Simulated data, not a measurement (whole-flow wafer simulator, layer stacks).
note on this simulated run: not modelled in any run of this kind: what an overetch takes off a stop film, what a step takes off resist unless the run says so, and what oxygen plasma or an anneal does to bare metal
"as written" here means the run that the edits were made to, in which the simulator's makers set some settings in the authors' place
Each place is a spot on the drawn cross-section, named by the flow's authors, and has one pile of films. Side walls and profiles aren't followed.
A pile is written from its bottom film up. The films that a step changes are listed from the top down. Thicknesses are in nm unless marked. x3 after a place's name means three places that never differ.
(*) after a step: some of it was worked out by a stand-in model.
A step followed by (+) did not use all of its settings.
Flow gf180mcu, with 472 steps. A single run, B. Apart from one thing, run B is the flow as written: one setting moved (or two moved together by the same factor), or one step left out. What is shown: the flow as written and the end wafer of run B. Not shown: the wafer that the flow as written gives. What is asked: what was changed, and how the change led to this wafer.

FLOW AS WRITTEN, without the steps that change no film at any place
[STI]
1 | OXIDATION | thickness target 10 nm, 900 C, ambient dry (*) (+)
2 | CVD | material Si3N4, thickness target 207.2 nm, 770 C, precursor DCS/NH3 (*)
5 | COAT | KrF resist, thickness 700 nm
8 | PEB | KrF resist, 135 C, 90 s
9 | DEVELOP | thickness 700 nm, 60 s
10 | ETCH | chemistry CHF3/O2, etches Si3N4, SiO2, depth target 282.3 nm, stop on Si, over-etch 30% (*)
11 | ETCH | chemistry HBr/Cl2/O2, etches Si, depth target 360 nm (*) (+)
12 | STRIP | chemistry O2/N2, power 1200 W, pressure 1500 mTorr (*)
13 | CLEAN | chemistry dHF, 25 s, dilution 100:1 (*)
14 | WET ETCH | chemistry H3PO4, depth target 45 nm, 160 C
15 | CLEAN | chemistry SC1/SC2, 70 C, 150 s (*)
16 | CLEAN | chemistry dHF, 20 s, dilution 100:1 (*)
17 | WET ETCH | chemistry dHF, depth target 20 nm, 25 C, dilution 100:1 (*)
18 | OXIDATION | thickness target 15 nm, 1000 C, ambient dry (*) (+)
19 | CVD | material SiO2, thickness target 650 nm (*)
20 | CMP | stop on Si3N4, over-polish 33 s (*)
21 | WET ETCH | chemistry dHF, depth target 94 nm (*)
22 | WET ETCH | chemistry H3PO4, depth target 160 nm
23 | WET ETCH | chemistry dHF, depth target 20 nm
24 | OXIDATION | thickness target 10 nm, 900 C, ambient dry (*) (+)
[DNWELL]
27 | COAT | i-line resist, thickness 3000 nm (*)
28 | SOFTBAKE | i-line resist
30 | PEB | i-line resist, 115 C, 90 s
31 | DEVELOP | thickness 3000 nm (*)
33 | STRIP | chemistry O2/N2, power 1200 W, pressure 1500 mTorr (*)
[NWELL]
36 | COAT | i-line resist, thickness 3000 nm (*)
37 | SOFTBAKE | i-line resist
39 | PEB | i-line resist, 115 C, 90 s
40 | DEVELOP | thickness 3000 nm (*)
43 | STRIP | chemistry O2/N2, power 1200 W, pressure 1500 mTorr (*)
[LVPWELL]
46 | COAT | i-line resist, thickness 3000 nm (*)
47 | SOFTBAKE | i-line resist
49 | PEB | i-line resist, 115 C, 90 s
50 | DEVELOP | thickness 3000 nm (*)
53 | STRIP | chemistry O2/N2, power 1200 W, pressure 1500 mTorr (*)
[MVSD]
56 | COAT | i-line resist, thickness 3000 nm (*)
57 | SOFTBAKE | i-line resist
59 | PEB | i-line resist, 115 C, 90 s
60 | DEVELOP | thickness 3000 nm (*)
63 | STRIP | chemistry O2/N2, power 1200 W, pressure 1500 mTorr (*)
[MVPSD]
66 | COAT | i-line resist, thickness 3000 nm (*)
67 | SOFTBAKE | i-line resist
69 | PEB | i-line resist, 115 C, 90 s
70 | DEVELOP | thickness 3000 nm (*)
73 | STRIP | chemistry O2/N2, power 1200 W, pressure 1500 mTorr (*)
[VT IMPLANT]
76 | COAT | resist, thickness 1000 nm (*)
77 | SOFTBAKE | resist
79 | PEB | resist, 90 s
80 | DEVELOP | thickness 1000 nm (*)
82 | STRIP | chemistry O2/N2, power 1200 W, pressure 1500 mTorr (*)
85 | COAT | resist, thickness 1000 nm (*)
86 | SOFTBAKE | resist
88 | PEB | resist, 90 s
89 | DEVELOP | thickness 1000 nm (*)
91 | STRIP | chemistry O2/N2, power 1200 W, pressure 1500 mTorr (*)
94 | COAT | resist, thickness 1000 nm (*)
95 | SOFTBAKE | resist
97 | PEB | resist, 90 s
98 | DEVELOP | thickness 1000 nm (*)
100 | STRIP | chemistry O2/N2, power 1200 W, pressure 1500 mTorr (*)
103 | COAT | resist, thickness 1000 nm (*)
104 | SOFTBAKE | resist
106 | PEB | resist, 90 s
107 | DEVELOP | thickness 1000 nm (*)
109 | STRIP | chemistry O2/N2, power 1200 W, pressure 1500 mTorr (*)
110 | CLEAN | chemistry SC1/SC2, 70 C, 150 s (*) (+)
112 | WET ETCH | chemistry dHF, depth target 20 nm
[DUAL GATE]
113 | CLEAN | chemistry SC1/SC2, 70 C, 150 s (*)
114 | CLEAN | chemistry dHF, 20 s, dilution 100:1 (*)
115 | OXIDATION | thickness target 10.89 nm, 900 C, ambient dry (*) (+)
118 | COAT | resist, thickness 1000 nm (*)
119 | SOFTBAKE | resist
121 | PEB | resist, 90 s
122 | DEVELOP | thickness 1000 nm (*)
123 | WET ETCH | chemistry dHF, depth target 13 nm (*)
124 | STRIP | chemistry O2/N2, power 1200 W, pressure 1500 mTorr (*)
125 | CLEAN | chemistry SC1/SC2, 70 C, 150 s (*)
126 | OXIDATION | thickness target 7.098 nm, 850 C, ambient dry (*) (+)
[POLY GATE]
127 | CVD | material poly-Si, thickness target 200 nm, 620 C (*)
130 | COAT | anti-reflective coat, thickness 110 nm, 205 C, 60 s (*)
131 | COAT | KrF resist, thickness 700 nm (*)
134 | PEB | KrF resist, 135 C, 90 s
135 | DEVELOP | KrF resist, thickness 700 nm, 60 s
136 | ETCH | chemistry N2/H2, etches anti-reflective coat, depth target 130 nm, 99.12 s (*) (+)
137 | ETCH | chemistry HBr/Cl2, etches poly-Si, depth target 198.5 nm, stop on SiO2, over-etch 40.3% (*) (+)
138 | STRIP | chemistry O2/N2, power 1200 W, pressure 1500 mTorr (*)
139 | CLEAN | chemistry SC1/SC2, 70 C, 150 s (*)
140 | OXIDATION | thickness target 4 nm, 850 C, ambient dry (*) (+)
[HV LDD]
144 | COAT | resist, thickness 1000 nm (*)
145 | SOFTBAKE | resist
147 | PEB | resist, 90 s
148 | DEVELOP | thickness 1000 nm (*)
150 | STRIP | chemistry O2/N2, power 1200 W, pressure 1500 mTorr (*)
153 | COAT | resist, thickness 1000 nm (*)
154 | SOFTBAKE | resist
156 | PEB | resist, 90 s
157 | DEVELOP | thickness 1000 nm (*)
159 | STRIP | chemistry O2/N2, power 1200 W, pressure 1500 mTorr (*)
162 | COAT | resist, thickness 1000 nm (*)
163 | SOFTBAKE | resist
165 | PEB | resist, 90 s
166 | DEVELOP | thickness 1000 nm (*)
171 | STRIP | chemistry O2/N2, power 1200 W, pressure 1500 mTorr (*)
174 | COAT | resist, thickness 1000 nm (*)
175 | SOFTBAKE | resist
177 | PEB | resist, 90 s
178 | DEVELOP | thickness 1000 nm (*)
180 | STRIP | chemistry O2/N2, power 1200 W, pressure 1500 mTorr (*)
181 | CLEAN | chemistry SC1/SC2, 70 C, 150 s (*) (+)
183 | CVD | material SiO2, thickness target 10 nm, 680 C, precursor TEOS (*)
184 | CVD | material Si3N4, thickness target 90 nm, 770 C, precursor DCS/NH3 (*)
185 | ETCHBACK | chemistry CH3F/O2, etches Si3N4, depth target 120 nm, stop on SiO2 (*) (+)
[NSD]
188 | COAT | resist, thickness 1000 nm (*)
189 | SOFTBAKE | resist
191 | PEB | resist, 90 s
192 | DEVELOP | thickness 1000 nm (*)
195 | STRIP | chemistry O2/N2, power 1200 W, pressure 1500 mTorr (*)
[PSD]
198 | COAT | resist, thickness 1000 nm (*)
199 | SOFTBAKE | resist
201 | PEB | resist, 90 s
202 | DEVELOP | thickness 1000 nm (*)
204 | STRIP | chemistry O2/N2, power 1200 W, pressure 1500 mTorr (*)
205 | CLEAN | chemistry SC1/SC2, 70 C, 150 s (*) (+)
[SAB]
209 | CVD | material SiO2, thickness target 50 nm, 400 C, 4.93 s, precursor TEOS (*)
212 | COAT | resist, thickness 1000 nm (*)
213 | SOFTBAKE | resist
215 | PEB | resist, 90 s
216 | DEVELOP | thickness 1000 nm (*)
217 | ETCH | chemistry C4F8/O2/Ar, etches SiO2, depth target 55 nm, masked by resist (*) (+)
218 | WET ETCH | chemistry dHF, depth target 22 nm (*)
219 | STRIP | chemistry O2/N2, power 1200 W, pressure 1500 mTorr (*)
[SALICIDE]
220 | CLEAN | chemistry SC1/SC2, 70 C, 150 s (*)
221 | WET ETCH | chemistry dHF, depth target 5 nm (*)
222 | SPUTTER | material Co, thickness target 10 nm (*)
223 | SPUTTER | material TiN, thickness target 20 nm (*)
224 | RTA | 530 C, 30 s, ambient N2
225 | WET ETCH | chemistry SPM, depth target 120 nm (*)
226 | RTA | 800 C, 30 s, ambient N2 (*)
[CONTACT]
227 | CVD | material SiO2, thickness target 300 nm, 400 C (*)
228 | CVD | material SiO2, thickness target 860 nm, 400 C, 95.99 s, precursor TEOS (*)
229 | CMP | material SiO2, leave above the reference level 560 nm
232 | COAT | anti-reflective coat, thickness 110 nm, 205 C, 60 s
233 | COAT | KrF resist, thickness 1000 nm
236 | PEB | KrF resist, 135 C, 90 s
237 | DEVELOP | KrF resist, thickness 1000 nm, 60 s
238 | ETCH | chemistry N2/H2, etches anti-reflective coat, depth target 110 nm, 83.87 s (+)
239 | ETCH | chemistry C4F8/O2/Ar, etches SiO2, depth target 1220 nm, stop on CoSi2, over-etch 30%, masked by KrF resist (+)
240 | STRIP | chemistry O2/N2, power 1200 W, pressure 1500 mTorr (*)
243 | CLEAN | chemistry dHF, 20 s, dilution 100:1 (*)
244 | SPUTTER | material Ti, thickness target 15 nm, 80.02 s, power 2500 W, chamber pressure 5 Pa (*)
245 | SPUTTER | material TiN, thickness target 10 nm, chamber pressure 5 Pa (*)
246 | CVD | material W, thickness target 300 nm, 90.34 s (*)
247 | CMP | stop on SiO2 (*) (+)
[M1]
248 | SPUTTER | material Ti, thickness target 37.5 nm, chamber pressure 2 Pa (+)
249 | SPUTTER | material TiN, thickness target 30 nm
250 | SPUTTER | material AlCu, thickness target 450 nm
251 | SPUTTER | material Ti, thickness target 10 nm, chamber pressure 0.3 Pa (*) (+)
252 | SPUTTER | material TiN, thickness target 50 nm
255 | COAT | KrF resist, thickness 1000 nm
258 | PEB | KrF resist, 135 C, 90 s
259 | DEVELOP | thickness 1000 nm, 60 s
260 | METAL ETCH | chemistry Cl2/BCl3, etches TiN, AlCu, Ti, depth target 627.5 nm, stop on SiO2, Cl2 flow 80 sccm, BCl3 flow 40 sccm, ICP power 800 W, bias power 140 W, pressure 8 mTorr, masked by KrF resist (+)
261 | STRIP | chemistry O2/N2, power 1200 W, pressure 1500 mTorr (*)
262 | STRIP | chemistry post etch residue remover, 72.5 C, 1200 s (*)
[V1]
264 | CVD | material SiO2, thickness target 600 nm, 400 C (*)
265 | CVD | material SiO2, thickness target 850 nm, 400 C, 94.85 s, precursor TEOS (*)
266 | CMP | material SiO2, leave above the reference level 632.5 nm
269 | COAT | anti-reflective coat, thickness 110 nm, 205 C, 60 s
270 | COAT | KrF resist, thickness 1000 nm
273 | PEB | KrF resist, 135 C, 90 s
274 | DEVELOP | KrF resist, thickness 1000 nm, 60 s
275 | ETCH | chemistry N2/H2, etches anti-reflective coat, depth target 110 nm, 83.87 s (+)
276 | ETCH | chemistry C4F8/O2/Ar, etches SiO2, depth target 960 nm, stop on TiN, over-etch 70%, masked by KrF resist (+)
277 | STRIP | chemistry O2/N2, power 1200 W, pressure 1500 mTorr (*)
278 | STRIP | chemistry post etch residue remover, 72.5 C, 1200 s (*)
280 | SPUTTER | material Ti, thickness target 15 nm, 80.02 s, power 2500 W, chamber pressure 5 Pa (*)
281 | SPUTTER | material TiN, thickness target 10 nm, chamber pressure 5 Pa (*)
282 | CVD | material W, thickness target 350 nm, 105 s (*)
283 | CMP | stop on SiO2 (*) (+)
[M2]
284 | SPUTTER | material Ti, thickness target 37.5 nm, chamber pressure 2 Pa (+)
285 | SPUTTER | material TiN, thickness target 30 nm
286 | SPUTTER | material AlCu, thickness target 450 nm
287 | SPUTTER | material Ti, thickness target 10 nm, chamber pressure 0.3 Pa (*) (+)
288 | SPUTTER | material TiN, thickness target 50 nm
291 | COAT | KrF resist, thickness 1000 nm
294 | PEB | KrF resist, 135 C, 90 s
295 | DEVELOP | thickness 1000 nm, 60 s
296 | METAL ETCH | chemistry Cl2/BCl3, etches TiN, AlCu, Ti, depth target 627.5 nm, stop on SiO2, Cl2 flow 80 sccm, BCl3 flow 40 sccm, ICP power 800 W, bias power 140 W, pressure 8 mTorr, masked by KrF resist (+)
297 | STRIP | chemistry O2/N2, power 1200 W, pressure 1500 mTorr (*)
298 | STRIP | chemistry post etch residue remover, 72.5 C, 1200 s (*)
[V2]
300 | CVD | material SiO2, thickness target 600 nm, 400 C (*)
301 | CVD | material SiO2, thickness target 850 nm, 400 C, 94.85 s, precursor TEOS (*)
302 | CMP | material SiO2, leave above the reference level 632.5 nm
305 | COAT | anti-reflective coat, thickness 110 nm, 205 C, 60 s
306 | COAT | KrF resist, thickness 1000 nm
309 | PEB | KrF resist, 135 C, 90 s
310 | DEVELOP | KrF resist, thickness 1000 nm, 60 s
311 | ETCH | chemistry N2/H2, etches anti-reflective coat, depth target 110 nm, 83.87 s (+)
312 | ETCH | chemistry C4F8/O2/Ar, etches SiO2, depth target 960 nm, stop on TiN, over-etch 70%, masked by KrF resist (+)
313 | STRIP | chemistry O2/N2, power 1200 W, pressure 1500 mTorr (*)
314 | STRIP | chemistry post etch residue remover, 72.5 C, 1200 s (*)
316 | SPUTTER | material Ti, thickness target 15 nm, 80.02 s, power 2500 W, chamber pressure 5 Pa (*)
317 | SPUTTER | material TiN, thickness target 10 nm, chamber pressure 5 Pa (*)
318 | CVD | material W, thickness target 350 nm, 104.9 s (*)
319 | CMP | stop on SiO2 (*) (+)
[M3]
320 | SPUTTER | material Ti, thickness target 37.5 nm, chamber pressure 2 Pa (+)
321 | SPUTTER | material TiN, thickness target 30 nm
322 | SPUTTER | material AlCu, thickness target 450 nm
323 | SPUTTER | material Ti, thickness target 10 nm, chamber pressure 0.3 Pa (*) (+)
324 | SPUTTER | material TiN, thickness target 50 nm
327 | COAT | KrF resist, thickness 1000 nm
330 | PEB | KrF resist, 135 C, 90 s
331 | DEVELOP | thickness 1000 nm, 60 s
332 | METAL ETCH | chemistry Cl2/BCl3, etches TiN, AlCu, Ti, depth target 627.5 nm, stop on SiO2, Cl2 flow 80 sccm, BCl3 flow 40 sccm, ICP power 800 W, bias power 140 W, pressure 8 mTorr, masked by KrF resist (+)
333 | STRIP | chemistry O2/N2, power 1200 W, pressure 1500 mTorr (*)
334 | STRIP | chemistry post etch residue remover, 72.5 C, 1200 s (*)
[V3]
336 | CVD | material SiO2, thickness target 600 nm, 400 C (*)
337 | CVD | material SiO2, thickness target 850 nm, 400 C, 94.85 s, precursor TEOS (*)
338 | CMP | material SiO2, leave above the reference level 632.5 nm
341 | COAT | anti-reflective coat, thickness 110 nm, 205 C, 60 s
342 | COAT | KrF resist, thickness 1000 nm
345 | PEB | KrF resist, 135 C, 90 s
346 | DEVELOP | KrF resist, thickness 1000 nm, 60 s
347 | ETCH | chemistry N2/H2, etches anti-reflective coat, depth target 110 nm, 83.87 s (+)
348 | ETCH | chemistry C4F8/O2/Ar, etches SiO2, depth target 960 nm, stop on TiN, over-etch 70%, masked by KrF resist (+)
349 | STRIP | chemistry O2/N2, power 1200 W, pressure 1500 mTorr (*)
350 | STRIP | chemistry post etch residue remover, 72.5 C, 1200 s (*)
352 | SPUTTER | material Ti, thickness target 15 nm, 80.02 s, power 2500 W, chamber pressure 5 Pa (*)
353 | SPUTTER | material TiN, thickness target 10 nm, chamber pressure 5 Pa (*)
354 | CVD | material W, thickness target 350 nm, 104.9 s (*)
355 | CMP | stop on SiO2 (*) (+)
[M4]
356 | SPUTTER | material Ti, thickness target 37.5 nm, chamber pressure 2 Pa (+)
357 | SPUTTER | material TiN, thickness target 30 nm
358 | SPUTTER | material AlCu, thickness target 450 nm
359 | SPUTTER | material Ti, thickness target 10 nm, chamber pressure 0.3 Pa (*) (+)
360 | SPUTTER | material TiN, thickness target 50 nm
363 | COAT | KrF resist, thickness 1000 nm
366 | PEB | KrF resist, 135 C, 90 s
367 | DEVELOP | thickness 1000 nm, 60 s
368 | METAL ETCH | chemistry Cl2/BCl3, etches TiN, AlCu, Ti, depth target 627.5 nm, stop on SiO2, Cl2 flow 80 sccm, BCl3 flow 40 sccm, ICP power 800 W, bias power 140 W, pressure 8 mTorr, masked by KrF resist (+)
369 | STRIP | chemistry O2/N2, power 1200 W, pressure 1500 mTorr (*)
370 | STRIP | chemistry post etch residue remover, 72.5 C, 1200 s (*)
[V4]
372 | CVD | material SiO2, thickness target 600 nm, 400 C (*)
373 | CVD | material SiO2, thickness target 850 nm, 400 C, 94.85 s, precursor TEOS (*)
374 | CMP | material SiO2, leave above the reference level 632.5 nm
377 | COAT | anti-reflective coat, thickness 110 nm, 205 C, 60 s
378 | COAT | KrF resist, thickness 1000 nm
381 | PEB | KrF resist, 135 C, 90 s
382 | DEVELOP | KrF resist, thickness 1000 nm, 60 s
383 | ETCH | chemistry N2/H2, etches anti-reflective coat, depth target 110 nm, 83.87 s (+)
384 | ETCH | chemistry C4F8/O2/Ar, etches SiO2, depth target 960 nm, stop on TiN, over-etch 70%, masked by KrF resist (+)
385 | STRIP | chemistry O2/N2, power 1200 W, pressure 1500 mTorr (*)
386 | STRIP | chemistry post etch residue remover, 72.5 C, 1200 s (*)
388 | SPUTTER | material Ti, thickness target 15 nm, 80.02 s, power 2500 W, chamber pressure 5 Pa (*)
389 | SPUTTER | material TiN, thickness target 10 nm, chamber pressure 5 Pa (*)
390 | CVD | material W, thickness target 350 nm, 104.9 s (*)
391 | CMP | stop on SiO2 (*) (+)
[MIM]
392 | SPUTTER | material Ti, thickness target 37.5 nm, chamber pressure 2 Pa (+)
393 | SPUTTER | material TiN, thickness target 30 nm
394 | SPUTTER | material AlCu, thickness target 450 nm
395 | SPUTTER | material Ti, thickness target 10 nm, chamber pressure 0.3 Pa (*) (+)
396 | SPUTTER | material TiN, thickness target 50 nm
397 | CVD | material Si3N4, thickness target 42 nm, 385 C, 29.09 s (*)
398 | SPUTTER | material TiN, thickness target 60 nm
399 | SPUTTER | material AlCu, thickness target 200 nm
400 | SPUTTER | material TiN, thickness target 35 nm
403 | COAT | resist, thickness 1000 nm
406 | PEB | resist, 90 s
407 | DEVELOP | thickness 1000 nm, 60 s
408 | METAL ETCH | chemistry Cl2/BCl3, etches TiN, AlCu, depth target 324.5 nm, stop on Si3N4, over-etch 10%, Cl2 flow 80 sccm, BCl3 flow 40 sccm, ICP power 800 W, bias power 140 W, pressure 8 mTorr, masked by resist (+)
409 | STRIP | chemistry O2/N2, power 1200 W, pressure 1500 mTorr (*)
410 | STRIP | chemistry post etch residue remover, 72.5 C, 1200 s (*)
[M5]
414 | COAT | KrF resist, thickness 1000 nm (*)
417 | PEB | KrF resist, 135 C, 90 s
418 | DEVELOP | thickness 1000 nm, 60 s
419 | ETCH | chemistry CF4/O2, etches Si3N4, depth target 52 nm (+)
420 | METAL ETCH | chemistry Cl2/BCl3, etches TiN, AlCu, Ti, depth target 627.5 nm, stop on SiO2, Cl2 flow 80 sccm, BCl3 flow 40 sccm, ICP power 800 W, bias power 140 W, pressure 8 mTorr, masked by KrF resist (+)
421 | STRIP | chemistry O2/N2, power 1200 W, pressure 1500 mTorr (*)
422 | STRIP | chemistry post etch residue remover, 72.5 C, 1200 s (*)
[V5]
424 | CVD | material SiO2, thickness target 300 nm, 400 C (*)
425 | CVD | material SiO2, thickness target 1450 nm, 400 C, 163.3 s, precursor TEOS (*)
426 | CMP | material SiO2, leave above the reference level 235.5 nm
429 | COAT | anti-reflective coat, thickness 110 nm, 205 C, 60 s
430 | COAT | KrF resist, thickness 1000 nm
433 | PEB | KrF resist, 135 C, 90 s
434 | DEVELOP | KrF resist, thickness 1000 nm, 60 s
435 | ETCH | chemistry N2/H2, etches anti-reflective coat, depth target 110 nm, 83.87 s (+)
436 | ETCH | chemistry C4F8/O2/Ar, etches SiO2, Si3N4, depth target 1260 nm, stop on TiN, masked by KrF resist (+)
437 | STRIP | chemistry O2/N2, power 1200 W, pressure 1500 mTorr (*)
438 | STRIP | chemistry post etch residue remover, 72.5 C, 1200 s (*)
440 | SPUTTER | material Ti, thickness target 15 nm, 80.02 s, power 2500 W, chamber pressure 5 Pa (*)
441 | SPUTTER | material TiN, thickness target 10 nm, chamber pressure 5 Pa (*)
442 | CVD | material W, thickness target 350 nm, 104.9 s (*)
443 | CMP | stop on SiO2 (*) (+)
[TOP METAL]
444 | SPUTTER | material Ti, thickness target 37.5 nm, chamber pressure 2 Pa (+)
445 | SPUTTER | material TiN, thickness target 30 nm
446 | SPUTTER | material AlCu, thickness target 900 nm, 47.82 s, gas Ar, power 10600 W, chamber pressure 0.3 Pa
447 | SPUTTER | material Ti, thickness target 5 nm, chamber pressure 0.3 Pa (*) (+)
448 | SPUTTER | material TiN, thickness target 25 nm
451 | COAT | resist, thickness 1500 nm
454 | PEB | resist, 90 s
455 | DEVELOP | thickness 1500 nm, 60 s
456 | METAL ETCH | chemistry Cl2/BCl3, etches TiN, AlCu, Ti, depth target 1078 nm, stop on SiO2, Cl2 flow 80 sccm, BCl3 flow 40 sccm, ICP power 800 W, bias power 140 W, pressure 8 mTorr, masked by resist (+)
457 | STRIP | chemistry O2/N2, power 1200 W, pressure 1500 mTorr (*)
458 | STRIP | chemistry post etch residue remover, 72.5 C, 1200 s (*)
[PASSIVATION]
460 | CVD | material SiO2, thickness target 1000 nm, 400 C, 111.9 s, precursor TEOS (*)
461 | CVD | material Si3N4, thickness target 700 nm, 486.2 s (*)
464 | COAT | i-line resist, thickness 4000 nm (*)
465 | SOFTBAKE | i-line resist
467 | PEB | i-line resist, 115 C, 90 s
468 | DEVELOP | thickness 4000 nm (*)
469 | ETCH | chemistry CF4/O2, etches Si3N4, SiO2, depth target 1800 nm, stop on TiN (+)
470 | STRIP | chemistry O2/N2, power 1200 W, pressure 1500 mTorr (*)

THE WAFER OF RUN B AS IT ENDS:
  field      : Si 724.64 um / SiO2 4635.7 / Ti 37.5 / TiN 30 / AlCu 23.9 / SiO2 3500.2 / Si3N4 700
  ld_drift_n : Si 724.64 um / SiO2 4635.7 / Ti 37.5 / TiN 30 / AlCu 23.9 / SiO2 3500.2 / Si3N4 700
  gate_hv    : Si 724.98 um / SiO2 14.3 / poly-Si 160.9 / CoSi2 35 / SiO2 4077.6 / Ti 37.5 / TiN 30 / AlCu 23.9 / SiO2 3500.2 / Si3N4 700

Cause: step 368, METAL ETCH: depth target 480.4 nm was run, while the flow as written has depth target 627.5 nm.

How this came from the change, step by step:
  368 | METAL ETCH | chemistry Cl2/BCl3, etches TiN, AlCu, Ti, depth target 627.5 nm, stop on SiO2, Cl2 flow 80 sccm, BCl3 flow 40 sccm, ICP power 800 W, bias power 140 W, pressure 8 mTorr, masked by KrF resist (+)
      field, field__w1, field__w2 and 103 more: -50 TiN (all of it), -10 Ti (all of it), -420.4 AlCu (in the flow as written it would be: -50 TiN (all of it), -10 Ti (all of it), -450 AlCu (all of it), -30 TiN (all of it), -37.5 Ti (all of it))
      field__w8, contact, m1, m1__w1, m1_nw: -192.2 KrF resist (in the flow as written it would be: -251 KrF resist)
  369 | STRIP | chemistry O2/N2, power 1200 W, pressure 1500 mTorr (*)
      field__w8, contact, m1, m1__w1, m1_nw: -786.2 KrF resist (all of it) (in the flow as written it would be: -727.4 KrF resist (all of it))
  370 | STRIP | chemistry post etch residue remover, 72.5 C, 1200 s (*)
      field, field__w1, field__w2 and 103 more: -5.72 AlCu (in the flow as written it would be: nothing)
  372 | CVD | material SiO2, thickness target 600 nm, 400 C (*)
      field, field__w1, field__w2 and 103 more: +600 SiO2 (new film) (in the flow as written it would be: +600 SiO2)
  374 | CMP | material SiO2, leave above the reference level 632.5 nm
      field, field__w1, field__w2 and 103 more: -391.4 SiO2 (in the flow as written it would be: -300 SiO2)
Taking metal films that touch as one body, field has 1 body; the flow as written gives 0 bodies.
Taking metal films that touch as one body, ld_drift_n has 1 body; the flow as written gives 0 bodies.
Taking metal films that touch as one body, gate_hv has 2 bodies (between them, from the top down: SiO2 4077.6); the flow as written gives 1 body.
